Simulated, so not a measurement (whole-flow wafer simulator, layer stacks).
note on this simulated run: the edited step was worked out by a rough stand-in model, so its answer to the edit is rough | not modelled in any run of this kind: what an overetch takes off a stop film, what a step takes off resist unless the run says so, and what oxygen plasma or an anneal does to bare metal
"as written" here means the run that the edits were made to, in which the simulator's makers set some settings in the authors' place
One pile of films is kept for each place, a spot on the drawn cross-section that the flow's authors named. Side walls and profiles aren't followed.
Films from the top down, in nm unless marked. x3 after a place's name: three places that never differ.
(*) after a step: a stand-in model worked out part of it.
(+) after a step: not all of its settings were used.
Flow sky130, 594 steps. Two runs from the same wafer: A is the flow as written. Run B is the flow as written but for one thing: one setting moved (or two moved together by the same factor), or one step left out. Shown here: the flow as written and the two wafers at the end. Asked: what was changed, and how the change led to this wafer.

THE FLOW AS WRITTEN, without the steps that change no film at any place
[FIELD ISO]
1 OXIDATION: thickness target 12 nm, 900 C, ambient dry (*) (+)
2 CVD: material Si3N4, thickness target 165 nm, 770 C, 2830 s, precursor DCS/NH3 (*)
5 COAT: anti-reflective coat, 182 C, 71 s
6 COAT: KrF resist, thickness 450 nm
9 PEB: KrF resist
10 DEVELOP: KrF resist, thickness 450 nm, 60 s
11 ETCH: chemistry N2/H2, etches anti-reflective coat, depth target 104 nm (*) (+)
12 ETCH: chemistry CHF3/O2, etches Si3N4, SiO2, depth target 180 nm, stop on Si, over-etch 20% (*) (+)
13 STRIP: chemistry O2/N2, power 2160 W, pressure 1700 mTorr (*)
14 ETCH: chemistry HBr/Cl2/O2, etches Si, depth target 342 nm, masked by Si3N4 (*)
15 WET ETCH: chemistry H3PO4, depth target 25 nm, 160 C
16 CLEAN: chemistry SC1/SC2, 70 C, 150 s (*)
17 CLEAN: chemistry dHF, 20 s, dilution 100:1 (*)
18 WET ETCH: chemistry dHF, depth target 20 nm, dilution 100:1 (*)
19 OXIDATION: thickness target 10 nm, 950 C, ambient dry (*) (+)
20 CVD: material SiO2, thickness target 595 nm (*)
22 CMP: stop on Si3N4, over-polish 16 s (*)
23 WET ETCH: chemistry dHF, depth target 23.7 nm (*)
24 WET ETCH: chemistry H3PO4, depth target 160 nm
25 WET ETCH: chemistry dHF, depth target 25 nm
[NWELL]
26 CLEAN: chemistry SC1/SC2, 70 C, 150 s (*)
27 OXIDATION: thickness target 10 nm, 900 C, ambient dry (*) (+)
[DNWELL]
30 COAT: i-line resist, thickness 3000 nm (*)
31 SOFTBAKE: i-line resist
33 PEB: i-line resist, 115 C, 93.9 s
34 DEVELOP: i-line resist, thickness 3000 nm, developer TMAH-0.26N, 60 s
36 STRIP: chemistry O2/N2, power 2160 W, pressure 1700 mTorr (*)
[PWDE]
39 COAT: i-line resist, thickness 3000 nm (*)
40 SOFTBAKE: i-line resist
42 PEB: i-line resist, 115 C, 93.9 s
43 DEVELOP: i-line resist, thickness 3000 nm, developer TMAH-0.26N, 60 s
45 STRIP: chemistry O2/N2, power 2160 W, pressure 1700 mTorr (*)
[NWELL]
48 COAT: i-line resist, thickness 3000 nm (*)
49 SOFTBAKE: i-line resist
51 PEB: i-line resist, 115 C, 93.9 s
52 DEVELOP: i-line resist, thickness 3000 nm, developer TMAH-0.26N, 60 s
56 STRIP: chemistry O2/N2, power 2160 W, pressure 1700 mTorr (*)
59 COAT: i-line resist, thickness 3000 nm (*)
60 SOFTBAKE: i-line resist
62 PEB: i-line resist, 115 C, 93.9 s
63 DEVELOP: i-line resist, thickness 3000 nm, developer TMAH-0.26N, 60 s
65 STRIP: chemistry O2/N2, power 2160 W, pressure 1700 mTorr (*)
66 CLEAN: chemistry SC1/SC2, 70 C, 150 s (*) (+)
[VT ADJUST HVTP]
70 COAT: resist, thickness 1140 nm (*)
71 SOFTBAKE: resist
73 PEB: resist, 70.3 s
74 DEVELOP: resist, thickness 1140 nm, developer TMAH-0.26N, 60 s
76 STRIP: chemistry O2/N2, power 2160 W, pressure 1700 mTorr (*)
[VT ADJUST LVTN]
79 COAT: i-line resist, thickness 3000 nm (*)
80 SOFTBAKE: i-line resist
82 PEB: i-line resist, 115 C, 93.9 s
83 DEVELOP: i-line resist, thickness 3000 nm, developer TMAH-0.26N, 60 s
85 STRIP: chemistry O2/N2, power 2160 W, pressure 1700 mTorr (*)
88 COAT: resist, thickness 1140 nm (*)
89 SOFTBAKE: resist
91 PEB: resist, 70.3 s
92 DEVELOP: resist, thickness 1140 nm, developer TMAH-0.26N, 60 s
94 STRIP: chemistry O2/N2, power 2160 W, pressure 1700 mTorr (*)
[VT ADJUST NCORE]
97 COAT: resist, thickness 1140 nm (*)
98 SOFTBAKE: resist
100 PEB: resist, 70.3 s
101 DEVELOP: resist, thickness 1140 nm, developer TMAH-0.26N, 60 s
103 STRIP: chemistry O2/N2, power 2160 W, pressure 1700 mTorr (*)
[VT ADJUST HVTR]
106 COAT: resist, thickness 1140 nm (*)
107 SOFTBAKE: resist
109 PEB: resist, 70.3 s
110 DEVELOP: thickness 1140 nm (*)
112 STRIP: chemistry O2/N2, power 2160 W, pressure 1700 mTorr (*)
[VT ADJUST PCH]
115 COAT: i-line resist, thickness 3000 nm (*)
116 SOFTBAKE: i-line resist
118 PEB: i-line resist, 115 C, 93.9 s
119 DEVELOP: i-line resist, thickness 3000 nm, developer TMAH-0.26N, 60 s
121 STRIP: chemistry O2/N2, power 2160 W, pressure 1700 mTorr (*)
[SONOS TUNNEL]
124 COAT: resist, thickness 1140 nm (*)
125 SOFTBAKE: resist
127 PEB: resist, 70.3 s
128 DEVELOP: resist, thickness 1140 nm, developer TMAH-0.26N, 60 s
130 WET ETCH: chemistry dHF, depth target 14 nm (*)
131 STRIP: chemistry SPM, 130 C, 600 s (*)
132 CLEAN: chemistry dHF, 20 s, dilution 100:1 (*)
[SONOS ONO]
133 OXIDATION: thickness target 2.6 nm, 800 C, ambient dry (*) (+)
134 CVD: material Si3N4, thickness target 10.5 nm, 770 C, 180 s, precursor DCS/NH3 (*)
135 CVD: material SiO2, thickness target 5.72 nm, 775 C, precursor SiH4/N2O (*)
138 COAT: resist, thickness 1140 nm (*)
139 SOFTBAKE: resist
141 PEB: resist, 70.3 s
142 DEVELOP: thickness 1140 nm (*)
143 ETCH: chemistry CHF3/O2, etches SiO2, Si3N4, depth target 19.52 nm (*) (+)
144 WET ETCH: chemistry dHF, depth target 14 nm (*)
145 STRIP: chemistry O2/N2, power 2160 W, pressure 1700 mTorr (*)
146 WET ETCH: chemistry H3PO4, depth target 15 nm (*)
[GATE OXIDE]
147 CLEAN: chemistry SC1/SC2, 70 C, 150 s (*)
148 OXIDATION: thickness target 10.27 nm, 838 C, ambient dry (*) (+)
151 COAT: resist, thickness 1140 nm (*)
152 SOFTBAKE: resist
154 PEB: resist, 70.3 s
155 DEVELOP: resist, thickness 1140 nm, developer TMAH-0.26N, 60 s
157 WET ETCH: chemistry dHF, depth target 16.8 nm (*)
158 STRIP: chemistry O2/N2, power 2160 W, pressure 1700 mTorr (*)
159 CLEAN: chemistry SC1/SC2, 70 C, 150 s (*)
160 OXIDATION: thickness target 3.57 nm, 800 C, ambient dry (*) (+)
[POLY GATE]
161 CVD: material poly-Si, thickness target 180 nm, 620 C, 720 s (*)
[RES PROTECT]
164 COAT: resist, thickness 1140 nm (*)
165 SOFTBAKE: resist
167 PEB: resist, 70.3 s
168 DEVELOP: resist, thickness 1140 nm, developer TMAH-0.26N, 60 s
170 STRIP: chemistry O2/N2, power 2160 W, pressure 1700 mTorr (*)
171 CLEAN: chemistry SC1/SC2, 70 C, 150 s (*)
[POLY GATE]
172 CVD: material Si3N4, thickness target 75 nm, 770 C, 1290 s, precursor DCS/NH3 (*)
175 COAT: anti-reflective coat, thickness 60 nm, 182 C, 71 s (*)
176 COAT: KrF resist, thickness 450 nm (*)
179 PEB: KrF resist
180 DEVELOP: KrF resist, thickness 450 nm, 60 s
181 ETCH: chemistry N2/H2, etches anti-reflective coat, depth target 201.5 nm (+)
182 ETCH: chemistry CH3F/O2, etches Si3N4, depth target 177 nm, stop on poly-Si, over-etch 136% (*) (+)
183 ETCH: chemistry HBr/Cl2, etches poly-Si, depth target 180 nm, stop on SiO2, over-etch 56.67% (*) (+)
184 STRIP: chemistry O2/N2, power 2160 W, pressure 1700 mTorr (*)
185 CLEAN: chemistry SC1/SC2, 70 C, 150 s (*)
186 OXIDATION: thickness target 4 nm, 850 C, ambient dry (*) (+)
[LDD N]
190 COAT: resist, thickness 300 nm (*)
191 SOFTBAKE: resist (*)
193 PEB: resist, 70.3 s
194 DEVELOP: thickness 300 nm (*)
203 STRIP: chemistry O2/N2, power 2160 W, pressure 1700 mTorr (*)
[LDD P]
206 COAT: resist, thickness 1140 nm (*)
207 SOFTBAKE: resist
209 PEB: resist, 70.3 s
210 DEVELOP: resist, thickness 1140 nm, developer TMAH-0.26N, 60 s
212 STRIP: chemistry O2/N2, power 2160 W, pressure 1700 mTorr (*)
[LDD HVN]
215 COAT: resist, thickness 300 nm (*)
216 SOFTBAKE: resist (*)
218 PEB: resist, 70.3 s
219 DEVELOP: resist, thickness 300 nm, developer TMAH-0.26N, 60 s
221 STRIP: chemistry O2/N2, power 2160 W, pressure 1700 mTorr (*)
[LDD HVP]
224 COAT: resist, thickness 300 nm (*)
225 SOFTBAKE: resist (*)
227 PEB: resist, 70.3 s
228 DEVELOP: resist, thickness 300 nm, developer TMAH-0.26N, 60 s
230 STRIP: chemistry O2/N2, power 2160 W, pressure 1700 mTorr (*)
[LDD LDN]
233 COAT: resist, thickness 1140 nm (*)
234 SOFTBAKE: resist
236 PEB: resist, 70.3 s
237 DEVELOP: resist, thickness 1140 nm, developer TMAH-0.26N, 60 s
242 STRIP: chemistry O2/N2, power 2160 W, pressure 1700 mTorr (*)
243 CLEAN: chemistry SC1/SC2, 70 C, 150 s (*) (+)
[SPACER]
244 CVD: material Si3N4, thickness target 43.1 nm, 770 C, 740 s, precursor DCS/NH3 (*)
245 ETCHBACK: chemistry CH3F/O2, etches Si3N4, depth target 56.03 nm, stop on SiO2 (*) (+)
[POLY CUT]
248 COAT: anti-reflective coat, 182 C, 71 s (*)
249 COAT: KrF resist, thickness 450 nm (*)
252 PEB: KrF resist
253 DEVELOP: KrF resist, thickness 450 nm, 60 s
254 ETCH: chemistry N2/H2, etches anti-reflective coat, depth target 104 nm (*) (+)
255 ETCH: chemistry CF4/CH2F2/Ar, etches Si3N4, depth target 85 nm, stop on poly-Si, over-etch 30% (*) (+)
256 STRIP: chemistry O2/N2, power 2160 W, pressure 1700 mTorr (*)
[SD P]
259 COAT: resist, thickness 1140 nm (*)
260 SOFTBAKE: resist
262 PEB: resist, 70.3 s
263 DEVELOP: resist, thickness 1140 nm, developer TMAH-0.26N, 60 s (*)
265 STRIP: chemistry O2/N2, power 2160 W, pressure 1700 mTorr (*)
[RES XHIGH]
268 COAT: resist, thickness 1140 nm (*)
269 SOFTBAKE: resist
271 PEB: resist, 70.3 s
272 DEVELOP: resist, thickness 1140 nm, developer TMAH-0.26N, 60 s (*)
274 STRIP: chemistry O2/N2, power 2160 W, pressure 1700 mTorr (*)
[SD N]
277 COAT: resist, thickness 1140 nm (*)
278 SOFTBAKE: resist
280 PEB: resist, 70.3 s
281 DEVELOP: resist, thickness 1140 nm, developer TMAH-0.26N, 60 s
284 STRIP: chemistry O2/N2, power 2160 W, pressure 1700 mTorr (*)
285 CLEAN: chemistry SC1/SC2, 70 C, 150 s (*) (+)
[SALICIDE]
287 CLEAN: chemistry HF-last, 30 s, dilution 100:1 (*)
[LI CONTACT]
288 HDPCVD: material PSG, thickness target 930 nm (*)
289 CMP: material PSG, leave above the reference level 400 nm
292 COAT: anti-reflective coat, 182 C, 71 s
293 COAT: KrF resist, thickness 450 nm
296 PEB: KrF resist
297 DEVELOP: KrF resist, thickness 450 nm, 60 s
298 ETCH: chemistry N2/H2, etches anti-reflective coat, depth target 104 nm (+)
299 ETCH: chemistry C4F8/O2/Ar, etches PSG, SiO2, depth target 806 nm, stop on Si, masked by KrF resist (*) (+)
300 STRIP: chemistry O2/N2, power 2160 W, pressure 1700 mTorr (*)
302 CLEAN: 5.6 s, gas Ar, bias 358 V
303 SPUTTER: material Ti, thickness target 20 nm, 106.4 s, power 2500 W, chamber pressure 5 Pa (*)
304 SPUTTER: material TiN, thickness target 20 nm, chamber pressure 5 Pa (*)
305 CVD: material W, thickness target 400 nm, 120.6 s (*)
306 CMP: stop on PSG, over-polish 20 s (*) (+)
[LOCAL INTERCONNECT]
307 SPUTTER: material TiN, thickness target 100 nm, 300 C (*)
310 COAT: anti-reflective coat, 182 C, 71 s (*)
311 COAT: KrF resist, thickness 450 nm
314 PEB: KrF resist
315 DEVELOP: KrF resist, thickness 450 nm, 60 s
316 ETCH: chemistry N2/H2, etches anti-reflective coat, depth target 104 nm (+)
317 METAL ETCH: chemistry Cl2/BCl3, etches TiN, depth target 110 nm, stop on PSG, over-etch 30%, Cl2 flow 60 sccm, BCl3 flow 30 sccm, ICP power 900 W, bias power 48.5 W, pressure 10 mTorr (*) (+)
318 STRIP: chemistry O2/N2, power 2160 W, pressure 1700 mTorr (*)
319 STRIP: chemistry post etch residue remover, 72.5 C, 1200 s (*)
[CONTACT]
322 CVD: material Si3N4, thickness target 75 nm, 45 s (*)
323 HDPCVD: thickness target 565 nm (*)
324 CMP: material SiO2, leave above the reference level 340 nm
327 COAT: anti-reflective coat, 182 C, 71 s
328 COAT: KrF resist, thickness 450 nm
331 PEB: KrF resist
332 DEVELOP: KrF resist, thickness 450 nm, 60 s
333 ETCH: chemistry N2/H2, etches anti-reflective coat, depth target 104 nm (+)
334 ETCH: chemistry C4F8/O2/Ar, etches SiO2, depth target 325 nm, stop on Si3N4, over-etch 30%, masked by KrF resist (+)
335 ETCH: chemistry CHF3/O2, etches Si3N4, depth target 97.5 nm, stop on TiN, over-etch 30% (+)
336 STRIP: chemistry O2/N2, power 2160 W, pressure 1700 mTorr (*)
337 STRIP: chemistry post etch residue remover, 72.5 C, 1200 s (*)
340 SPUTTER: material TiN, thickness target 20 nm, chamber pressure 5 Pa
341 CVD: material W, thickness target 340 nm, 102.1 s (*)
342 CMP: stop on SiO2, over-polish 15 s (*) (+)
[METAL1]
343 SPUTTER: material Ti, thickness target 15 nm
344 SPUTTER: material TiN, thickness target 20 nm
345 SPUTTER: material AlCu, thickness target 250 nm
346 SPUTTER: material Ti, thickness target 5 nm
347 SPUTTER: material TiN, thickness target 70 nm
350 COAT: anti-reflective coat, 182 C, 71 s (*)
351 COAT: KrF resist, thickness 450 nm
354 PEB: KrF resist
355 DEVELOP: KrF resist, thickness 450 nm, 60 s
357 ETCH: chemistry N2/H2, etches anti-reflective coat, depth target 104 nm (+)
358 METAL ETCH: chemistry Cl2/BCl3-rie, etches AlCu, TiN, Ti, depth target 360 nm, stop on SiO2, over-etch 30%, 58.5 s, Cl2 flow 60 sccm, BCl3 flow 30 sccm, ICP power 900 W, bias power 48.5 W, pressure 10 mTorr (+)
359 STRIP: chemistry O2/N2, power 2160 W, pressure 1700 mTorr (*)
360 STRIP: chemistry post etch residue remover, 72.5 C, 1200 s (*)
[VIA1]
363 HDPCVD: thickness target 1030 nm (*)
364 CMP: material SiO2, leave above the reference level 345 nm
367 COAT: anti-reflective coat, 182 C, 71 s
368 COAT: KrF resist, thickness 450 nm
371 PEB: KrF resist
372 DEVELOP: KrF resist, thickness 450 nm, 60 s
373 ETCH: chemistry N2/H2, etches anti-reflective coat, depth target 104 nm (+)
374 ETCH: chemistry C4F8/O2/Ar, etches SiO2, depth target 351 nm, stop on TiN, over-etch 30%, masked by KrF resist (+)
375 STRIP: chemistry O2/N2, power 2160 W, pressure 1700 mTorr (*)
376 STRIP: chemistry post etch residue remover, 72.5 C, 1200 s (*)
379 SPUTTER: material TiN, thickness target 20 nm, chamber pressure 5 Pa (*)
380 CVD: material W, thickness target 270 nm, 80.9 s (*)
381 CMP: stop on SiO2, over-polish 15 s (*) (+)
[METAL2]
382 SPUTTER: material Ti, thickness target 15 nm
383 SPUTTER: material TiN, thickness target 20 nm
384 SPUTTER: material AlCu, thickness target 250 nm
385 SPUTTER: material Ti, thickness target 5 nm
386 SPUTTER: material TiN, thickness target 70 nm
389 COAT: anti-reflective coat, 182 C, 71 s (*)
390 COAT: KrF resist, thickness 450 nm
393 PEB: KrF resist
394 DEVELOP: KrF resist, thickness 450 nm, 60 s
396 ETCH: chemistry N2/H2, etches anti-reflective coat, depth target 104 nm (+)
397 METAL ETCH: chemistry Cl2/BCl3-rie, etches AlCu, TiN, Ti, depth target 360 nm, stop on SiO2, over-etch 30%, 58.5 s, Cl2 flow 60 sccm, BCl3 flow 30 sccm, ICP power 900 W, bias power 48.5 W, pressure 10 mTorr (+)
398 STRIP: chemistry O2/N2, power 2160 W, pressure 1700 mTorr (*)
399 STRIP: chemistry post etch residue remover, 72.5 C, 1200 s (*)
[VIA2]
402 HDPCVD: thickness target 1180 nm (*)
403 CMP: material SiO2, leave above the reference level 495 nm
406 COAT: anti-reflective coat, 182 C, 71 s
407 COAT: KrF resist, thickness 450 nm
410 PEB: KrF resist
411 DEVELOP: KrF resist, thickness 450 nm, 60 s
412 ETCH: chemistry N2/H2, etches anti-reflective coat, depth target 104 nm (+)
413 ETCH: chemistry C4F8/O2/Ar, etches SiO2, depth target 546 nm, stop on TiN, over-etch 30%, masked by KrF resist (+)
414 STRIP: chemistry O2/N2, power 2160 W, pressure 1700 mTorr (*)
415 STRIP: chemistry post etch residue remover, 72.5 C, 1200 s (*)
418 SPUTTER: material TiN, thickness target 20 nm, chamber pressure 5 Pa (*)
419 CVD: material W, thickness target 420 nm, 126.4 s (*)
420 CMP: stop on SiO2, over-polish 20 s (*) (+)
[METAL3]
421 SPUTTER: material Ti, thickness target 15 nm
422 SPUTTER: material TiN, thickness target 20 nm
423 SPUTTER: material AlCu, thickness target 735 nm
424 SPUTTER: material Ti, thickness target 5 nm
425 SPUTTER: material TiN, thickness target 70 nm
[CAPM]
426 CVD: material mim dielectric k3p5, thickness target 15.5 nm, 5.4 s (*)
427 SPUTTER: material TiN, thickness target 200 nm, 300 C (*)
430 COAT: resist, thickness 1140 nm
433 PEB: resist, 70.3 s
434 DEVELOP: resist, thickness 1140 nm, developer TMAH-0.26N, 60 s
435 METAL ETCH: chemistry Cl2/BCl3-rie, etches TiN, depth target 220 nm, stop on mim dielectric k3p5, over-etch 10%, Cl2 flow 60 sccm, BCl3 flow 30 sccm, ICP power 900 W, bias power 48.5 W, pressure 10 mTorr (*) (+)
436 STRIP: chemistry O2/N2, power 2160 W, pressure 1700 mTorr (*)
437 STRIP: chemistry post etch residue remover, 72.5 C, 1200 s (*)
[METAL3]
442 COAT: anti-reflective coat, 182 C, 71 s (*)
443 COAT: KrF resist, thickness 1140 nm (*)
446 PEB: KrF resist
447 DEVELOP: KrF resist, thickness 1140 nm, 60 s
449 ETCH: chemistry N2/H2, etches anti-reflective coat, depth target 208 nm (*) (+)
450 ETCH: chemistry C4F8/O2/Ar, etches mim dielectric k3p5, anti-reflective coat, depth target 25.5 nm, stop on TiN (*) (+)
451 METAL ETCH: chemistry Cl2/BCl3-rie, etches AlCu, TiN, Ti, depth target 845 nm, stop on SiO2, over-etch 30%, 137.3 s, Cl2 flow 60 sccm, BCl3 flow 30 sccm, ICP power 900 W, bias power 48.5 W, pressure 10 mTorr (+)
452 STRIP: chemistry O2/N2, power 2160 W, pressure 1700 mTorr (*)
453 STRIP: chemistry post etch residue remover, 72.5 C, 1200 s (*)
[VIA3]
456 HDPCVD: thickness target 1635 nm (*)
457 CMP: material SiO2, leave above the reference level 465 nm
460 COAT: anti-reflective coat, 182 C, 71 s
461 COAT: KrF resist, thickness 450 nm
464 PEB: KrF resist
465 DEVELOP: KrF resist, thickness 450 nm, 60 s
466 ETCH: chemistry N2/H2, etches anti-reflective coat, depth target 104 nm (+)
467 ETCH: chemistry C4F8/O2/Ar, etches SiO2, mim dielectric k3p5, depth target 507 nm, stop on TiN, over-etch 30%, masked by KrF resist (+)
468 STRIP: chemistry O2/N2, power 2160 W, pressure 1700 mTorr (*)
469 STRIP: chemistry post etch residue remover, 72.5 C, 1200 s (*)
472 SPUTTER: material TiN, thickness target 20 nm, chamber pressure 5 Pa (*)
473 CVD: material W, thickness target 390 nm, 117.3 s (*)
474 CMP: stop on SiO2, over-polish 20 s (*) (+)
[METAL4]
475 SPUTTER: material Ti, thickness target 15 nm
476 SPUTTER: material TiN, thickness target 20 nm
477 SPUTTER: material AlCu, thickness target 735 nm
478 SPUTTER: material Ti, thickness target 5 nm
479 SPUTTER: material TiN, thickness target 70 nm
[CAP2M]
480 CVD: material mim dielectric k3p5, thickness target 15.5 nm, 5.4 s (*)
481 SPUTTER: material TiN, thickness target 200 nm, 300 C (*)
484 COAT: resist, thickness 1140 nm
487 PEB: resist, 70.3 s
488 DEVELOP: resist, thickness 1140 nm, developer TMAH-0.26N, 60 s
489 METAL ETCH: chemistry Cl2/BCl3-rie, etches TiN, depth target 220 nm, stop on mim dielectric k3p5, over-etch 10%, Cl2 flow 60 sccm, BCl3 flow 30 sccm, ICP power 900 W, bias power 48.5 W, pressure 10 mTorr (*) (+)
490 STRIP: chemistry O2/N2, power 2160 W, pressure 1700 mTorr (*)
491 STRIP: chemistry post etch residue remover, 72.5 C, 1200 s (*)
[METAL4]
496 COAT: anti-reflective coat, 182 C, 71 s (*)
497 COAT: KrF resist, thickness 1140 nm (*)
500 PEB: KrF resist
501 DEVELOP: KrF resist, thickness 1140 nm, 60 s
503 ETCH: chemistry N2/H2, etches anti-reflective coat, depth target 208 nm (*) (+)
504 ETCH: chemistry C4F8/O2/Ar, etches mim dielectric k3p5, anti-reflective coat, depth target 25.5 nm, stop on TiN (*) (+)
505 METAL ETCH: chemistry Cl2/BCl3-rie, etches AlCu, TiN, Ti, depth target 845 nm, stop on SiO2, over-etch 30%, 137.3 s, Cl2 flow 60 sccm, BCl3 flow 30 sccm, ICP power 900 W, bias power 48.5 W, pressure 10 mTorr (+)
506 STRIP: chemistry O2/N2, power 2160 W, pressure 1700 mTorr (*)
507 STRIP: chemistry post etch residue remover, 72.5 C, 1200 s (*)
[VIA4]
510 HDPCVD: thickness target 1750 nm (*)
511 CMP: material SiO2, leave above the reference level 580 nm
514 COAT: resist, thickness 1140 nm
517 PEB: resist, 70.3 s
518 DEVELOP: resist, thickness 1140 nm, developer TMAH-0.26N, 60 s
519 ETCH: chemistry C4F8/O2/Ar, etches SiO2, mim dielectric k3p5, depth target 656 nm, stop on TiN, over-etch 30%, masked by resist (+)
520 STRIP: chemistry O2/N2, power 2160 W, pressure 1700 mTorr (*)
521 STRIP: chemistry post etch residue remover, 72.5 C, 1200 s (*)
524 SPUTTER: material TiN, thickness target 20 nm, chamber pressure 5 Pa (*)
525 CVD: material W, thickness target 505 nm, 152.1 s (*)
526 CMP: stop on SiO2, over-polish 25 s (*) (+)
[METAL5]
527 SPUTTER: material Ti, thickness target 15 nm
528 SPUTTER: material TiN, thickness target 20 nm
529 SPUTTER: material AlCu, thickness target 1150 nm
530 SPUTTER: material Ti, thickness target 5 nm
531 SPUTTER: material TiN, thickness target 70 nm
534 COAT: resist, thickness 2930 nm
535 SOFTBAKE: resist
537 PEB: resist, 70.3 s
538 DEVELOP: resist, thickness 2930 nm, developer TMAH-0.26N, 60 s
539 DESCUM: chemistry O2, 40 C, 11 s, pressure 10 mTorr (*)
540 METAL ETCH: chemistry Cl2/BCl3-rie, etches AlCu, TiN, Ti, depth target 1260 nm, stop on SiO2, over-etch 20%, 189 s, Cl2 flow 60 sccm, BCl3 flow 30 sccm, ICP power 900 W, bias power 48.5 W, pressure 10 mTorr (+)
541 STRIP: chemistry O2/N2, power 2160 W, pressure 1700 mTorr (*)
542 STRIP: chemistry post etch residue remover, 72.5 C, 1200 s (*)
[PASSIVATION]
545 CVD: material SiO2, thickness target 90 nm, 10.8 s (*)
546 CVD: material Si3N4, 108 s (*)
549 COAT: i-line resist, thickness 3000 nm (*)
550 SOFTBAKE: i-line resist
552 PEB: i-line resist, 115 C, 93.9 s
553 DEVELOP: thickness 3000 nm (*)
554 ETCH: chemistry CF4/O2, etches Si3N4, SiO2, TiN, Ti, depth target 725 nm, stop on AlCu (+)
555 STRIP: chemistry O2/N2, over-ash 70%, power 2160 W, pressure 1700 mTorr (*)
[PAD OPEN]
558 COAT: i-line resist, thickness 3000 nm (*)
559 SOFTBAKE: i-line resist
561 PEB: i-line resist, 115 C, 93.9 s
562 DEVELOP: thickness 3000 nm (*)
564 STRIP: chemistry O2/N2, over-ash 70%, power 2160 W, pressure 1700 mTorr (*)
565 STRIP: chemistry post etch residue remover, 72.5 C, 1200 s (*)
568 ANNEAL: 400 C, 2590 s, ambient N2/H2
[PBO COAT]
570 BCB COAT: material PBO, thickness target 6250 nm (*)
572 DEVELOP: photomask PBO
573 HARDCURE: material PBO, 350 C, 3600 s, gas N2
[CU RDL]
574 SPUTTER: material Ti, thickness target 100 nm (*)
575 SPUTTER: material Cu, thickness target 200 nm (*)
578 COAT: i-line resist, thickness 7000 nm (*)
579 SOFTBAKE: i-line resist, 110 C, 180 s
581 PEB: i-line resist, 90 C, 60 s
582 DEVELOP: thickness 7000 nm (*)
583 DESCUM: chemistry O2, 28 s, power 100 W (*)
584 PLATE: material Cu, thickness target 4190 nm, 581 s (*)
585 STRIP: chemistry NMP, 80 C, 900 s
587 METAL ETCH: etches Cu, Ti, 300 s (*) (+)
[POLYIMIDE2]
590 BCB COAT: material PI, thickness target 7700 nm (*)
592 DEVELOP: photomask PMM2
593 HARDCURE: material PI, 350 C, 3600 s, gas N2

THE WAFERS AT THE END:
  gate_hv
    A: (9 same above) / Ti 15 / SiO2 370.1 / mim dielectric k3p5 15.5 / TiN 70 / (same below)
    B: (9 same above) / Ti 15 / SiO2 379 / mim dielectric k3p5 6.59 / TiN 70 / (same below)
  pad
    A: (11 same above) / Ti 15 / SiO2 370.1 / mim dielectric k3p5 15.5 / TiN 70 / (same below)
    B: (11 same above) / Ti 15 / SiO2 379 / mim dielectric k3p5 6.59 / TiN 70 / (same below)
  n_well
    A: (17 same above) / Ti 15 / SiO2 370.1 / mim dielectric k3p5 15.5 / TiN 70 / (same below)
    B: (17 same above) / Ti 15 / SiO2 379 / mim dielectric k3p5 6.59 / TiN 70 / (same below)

The cause: step 426, CVD: thickness target 6.59 nm was run, where the flow has thickness target 15.5 nm; step 426, CVD: 2.29 s was run, where the flow has 5.4 s.
It can be read off the wafer: gate_hv has mim dielectric k3p5 6.59, and step 426 as written asks for 15.5 nm.

How the change led to this, step by step:
  426 CVD: material mim dielectric k3p5, thickness target 15.5 nm, 5.4 s (*)
      field, active, n_well and 188 more: A mim dielectric k3p5 +15.5 (new film) | B mim dielectric k3p5 +6.59 (new film)
  450 ETCH: chemistry C4F8/O2/Ar, etches mim dielectric k3p5, anti-reflective coat, depth target 25.5 nm, stop on TiN (*) (+)
      n_well, p_well, gate_hv and 104 more: A KrF resist -15.5 | B KrF resist -6.59
      field, active, gate and 82 more: A mim dielectric k3p5 -15.5 (all of it) | B mim dielectric k3p5 -6.59 (all of it)
  452 STRIP: chemistry O2/N2, power 2160 W, pressure 1700 mTorr (*)
      mim_edge_plate_strap, mim_edge_plate: A KrF resist -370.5 (all of it), anti-reflective coat -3 (all of it) | B KrF resist -379.4 (all of it), anti-reflective coat -3 (all of it)
      mim: A KrF resist -378.7 (all of it), anti-reflective coat -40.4 (all of it) | B KrF resist -387.6 (all of it), anti-reflective coat -40.4 (all of it)
      (and at 1 more place)
  467 ETCH: chemistry C4F8/O2/Ar, etches SiO2, mim dielectric k3p5, depth target 507 nm, stop on TiN, over-etch 30%, masked by KrF resist (+)
      m1: A SiO2 -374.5 (all of it), mim dielectric k3p5 -15.5 (all of it) | B SiO2 -383.4 (all of it), mim dielectric k3p5 -6.59 (all of it)
      via3_hole: A SiO2 -373.9 (all of it), mim dielectric k3p5 -15.5 (all of it) | B SiO2 -382.8 (all of it), mim dielectric k3p5 -6.59 (all of it)
